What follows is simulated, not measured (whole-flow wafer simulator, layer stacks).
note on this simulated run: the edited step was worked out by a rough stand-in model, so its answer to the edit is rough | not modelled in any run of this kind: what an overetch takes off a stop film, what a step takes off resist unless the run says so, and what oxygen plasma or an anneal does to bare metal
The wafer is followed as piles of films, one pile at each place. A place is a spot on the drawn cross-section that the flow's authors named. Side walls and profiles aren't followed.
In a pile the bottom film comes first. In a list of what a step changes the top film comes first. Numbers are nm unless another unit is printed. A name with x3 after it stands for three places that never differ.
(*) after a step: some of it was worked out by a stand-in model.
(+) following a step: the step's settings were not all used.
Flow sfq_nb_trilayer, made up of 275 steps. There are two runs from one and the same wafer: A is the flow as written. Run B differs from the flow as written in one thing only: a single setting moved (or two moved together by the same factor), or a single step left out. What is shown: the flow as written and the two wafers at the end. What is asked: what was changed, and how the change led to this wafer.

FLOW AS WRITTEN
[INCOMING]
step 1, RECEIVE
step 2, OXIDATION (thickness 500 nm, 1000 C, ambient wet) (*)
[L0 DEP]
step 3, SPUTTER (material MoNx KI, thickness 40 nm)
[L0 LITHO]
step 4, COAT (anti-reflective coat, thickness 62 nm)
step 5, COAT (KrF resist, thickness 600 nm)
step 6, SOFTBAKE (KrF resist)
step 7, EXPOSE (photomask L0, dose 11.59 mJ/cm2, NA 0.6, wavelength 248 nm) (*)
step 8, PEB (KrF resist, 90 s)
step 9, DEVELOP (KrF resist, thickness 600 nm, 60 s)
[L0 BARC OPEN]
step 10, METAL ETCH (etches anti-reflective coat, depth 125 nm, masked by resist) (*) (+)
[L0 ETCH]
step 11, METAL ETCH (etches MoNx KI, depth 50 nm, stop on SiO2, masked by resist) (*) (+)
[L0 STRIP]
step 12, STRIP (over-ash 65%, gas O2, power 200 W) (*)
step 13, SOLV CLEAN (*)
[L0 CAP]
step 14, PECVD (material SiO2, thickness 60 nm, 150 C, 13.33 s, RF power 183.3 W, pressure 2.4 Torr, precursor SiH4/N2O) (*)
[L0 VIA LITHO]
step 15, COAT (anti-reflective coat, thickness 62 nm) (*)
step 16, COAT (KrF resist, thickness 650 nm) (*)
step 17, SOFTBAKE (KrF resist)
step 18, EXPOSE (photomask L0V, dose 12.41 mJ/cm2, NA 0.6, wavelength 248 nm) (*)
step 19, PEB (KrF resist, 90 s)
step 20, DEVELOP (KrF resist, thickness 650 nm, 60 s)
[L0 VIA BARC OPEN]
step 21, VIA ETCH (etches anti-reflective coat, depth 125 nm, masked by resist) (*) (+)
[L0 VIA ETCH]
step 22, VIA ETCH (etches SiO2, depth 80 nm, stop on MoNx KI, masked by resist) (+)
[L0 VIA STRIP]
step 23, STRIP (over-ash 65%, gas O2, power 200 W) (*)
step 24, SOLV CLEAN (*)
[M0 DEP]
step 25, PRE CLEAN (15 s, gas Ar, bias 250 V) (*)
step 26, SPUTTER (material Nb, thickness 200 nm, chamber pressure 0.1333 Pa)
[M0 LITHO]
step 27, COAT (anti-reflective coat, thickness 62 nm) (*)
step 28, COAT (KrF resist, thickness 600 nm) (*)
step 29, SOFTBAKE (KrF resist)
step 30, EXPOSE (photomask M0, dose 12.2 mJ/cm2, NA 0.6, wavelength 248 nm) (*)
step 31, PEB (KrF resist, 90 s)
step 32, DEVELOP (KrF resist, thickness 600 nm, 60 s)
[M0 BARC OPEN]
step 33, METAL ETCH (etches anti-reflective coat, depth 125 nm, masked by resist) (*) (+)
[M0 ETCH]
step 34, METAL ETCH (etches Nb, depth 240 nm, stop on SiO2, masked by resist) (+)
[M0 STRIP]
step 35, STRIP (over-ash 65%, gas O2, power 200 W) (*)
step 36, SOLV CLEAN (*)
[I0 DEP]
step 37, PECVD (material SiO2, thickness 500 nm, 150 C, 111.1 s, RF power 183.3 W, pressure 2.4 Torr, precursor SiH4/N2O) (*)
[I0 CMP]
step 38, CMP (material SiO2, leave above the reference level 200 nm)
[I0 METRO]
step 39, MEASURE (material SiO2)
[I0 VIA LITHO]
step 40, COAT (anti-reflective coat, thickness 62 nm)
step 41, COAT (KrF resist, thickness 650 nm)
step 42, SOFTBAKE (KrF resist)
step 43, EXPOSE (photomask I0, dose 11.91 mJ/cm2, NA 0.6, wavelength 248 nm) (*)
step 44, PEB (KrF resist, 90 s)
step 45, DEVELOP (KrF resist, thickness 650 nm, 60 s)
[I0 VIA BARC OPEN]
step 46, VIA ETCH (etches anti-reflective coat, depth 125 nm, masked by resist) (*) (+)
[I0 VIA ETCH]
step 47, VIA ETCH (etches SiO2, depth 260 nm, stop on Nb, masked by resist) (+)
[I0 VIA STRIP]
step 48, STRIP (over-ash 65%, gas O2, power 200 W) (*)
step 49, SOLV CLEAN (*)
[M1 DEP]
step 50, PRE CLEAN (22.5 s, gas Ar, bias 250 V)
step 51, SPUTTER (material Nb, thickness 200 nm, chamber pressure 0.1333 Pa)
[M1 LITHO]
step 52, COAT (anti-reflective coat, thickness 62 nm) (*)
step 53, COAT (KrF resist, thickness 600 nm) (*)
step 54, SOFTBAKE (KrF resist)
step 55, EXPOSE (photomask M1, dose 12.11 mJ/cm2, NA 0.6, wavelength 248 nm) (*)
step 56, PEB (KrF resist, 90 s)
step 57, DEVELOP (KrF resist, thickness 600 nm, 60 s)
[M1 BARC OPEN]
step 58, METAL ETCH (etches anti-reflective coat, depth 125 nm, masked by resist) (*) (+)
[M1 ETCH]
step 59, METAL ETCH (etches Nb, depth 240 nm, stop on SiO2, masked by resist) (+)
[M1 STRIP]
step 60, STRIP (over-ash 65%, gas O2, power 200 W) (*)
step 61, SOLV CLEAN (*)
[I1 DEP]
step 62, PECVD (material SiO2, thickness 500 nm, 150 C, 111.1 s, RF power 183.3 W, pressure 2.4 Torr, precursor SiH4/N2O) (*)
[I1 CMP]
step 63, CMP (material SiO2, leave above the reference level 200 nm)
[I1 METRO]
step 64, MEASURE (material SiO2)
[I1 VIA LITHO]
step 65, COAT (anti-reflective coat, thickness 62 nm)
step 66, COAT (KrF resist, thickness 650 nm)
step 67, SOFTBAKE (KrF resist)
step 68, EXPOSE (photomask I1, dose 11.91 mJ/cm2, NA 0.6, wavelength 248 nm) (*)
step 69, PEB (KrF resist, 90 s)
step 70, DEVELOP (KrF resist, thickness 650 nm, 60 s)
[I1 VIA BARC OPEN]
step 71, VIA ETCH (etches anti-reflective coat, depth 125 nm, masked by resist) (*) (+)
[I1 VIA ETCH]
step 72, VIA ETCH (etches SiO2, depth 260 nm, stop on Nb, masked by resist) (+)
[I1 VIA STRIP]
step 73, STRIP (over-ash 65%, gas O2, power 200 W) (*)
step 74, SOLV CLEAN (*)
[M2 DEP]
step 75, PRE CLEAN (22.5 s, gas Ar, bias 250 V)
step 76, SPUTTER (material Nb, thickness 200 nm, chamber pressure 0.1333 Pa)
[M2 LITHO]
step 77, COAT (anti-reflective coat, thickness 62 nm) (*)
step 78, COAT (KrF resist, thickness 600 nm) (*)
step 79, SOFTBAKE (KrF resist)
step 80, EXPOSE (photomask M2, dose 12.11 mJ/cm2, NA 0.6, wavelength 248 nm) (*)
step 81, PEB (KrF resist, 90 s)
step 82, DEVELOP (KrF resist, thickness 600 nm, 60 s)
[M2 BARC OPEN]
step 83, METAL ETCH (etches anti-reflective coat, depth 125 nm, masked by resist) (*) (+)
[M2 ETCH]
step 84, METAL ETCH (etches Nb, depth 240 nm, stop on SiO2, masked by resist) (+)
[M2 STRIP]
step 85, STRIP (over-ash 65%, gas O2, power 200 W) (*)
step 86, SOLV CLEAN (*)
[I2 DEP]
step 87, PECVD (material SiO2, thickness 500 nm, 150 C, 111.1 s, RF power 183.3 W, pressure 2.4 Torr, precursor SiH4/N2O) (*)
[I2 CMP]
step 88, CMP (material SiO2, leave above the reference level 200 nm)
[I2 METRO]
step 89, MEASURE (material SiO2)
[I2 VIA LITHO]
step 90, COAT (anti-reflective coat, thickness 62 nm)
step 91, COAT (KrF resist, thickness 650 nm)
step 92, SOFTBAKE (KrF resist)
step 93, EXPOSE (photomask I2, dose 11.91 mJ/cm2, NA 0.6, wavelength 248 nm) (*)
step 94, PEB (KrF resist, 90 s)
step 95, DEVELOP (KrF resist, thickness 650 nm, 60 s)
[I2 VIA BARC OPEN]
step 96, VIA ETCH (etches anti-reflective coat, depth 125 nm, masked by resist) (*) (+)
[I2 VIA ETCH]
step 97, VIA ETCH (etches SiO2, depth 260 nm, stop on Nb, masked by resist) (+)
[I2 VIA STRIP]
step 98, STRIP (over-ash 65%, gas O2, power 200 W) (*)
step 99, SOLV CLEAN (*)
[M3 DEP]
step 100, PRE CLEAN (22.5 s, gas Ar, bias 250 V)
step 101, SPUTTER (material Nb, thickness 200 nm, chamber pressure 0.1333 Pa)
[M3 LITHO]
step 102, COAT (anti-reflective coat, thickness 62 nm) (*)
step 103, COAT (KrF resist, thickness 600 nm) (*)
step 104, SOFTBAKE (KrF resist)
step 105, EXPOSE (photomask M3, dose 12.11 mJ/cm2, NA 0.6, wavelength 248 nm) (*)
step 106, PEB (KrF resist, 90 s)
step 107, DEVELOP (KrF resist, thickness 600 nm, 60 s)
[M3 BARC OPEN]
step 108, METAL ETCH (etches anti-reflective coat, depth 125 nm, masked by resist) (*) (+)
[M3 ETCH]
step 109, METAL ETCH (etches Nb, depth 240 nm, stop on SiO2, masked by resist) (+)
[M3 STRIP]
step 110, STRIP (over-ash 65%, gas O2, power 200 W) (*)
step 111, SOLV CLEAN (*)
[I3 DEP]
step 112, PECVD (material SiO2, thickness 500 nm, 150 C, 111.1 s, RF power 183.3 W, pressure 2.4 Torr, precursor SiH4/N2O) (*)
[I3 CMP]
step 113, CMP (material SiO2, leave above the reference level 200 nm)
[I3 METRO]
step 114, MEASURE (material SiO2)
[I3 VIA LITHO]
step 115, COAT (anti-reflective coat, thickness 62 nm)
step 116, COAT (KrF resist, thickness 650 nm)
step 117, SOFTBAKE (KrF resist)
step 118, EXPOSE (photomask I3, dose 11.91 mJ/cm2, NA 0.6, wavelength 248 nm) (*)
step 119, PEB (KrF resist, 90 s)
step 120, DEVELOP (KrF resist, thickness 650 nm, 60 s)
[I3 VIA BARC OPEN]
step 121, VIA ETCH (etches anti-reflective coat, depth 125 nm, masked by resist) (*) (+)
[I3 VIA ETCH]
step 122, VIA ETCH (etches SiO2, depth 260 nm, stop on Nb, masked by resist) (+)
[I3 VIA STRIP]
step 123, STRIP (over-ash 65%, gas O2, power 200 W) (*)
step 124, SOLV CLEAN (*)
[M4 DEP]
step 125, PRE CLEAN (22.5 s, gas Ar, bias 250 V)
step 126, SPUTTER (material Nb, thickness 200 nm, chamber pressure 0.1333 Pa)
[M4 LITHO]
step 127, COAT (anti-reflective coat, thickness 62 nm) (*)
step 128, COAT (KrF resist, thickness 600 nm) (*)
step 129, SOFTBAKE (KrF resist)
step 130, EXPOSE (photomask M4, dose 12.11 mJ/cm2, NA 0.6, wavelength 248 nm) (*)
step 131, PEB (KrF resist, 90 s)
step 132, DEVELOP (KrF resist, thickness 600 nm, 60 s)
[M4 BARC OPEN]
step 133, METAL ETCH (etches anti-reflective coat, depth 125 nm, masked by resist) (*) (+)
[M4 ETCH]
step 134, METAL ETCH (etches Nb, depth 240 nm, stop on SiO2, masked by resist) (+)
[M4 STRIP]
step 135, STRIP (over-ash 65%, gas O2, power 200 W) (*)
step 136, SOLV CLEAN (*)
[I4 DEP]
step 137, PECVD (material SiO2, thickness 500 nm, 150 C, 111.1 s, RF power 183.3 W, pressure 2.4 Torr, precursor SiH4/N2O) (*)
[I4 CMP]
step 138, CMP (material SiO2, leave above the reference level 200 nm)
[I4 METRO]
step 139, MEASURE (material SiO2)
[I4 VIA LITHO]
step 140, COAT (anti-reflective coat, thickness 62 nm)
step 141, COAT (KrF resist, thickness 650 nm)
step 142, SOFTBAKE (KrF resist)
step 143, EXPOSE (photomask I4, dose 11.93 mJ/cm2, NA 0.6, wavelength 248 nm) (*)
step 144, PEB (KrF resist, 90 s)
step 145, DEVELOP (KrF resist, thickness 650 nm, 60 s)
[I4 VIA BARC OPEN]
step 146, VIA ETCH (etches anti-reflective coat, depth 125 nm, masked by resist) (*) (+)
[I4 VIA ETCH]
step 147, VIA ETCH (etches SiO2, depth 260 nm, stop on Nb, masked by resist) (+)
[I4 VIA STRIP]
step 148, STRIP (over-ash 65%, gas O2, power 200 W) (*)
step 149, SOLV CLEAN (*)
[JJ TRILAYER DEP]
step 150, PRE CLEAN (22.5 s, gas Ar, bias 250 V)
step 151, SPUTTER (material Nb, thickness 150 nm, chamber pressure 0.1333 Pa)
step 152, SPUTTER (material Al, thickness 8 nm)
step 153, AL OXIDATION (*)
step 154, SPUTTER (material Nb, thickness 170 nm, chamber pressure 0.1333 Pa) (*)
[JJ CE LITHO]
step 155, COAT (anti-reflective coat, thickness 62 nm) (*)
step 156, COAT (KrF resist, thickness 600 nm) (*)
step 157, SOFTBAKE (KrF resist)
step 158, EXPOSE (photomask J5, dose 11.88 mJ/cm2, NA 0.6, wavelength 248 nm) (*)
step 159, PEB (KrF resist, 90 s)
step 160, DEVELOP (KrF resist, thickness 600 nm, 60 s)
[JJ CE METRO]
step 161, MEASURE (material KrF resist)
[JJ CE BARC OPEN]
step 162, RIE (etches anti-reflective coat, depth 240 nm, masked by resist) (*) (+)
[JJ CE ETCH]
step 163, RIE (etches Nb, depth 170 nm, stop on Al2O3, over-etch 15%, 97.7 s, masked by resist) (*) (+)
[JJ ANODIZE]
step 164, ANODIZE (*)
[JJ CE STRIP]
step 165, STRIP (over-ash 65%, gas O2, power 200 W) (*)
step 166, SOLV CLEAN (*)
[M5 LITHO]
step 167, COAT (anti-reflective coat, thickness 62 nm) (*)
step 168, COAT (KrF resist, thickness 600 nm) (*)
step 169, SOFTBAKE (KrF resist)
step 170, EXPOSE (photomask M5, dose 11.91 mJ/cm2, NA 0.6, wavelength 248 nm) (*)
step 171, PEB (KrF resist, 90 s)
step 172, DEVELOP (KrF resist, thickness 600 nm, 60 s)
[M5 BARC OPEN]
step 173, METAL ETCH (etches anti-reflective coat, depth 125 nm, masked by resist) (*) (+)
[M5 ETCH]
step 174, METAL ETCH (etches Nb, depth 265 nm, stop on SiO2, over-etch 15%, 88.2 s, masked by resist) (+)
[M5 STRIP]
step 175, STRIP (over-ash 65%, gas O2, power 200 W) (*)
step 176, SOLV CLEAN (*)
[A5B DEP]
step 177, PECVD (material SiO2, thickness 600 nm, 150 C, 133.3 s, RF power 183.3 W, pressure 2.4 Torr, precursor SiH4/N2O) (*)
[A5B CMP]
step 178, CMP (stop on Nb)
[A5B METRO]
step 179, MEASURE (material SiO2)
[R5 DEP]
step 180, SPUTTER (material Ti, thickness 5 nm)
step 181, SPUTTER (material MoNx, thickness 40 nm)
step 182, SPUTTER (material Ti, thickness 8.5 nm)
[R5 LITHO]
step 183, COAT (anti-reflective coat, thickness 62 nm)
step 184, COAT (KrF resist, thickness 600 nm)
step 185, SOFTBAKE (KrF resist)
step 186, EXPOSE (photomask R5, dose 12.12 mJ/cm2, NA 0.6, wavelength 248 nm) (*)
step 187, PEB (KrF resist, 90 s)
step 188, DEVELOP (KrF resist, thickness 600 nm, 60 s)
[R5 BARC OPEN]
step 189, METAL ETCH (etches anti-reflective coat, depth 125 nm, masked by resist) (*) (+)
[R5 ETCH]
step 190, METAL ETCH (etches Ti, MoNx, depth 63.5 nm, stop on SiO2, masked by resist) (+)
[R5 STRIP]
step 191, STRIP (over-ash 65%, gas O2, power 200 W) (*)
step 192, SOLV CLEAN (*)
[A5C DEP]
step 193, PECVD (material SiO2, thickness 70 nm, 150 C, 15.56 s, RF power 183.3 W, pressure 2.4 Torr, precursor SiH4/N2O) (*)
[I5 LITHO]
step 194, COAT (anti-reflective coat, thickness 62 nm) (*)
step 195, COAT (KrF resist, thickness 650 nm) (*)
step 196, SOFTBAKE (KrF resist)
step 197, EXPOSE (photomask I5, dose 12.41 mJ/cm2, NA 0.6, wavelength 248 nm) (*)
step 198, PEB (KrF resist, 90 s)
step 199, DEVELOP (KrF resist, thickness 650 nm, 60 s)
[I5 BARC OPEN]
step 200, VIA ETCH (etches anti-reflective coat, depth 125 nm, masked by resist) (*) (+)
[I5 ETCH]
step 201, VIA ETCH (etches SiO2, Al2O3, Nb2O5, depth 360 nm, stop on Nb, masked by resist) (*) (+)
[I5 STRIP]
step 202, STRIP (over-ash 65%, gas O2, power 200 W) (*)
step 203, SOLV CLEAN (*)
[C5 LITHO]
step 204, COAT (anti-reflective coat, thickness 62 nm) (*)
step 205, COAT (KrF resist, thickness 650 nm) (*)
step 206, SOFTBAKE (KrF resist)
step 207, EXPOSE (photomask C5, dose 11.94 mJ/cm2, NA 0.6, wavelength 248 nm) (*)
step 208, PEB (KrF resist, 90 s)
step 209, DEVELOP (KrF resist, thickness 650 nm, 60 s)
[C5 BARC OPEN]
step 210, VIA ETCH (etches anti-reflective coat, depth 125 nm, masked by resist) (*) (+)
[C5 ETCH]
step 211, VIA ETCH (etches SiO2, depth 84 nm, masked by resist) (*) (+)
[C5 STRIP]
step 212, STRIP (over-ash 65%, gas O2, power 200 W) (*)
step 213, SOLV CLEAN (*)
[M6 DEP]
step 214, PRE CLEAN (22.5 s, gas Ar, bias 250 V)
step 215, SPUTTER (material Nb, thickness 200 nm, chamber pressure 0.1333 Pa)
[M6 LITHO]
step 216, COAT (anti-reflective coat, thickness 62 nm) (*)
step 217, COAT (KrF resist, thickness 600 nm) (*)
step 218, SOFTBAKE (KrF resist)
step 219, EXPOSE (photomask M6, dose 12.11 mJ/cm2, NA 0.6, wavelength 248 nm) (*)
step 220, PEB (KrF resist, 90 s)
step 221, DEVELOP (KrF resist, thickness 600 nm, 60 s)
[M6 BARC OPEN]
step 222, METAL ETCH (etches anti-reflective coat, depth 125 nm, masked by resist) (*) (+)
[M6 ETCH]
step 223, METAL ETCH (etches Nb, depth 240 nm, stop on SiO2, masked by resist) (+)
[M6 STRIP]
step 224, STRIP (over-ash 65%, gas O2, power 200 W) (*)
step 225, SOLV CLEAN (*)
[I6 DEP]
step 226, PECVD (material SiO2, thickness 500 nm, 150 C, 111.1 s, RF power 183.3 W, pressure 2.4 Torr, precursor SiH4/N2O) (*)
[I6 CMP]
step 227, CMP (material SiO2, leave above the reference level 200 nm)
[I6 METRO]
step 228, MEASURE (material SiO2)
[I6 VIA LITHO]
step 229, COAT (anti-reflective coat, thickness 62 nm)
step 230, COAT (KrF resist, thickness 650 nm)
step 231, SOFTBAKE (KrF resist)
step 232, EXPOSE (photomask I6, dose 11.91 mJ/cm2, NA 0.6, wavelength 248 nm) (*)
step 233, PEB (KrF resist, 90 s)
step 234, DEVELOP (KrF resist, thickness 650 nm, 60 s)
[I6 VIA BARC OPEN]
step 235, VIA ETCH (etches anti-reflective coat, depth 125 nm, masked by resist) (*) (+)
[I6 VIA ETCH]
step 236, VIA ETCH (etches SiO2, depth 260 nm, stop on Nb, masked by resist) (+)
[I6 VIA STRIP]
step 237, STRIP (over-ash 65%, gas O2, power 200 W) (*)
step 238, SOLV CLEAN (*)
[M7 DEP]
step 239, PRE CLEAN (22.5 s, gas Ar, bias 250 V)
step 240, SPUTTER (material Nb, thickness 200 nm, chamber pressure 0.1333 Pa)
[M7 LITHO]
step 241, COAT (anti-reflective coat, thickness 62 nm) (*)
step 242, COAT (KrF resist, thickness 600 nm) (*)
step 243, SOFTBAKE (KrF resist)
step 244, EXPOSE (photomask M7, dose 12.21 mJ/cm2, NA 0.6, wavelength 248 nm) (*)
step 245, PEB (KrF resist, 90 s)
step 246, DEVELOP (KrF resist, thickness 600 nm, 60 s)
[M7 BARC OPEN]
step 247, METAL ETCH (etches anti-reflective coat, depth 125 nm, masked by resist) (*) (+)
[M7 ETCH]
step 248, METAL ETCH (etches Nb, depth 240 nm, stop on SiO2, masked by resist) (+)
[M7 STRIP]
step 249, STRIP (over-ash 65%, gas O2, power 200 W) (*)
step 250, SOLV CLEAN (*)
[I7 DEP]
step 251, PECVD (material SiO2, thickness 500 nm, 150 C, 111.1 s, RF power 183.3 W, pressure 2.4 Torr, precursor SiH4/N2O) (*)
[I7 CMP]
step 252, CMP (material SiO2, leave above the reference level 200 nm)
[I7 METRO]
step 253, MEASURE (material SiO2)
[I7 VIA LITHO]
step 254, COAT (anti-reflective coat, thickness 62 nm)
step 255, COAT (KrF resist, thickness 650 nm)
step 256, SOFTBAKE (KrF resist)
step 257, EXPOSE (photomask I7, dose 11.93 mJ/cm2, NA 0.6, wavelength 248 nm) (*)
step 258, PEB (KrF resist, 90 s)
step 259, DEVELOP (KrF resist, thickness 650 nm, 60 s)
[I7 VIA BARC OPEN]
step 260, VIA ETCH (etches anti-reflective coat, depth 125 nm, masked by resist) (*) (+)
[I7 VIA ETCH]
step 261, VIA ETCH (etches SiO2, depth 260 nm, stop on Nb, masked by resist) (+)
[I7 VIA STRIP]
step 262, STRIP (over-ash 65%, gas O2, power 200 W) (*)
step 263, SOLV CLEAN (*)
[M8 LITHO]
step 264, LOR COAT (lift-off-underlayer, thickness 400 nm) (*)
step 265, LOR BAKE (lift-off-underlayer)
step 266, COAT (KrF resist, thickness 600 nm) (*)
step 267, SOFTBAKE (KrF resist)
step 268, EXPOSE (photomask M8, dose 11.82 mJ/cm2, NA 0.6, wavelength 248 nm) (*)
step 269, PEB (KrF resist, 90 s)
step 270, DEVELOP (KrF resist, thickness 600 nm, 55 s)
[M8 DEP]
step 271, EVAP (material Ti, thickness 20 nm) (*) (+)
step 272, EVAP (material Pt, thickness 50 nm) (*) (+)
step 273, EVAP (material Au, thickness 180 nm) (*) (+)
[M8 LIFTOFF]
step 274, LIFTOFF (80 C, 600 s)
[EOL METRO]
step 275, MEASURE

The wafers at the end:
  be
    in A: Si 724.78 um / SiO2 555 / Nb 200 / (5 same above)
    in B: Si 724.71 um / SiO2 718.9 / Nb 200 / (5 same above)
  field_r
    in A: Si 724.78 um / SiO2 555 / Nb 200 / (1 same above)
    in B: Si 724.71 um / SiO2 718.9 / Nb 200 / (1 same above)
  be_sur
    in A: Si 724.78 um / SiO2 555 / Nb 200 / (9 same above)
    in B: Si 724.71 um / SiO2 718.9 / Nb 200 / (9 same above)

The reason: step 2, OXIDATION: 1050 C was run, though the flow has 1000 C.

How this came from the change, step by step:
  step 2, OXIDATION (thickness 500 nm, 1000 C, ambient wet) (*)
      field_l, v_sur, via_wl and 103 more: A +500 SiO2 (new film), -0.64 chemical SiO2 (all of it), -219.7 Si | B +663.9 SiO2 (new film), -0.64 chemical SiO2 (all of it), -291.8 Si
